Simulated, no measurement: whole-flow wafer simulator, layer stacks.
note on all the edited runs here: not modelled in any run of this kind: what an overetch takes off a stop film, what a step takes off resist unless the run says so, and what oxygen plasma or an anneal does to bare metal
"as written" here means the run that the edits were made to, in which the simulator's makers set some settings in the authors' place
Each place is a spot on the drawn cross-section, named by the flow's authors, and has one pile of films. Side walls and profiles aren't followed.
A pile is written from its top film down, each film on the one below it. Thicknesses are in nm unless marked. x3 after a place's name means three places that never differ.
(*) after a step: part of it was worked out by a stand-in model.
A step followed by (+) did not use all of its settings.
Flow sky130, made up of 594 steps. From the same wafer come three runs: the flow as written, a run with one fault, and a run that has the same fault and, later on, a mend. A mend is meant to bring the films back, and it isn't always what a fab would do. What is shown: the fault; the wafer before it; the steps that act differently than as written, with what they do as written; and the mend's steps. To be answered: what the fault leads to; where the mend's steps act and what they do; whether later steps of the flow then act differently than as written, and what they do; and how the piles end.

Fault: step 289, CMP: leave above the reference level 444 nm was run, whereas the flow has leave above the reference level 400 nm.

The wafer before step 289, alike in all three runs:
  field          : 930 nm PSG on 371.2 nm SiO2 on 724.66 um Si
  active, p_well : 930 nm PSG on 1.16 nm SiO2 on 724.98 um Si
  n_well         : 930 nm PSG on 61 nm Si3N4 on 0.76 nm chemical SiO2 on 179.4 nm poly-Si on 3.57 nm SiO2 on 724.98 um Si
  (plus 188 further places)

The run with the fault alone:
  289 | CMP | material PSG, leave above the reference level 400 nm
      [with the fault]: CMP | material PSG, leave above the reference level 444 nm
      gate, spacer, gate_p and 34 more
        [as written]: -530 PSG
        [with the fault]: -486 PSG
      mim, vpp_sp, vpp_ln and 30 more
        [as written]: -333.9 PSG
        [with the fault]: -289.9 PSG
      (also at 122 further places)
  Steps further on in the flow that do not act as written:
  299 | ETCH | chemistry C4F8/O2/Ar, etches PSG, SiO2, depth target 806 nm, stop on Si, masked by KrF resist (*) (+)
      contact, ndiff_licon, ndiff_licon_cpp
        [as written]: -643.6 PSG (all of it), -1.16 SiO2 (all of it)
        [with the fault]: -687.6 PSG (all of it), -1.16 SiO2 (all of it)
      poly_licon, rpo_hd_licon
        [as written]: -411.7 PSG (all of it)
        [with the fault]: -455.7 PSG (all of it)
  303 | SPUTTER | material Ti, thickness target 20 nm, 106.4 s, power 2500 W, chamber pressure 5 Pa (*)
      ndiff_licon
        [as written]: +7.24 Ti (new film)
        [with the fault]: +6.73 Ti (new film)
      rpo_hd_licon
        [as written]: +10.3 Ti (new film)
        [with the fault]: +9.69 Ti (new film)
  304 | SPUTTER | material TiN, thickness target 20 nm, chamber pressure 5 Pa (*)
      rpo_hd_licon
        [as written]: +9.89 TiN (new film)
        [with the fault]: +9.26 TiN (new film)
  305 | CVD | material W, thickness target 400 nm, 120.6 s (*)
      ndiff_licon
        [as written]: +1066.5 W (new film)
        [with the fault]: +1111.5 W (new film)
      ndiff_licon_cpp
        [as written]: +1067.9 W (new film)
        [with the fault]: +1112.8 W (new film)
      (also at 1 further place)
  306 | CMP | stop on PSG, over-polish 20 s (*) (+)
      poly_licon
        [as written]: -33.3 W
        [with the fault]: nothing
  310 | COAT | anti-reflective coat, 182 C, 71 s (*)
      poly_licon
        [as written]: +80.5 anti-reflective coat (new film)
        [with the fault]: +91.1 anti-reflective coat (new film)
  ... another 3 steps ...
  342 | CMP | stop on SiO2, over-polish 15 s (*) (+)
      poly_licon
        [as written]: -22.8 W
        [with the fault]: -12.1 W
  By the end, the piles at field, active, n_well and 190 more depart from the flow's by more than 2% or 0.5 nm, whichever is larger.
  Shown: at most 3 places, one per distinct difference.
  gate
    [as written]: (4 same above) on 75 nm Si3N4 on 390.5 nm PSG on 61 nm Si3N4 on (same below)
    [with the fault]: (4 same above) on 75 nm Si3N4 on 434.5 nm PSG on 61 nm Si3N4 on (same below)
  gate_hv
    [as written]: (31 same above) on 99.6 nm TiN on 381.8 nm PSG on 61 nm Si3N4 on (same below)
    [with the fault]: (31 same above) on 99.6 nm TiN on 425.8 nm PSG on 61 nm Si3N4 on (same below)
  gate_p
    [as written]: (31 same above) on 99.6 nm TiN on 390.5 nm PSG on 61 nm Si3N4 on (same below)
    [with the fault]: (31 same above) on 99.6 nm TiN on 434.5 nm PSG on 61 nm Si3N4 on (same below)

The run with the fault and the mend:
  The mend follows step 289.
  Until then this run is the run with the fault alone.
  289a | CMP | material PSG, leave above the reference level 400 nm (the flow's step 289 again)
      field, active, n_well and 189 more
        -44 PSG
  Every later step of the flow that is run acts as written at every place that is followed.
  By the end, the piles equal the flow's at every place that both follow.
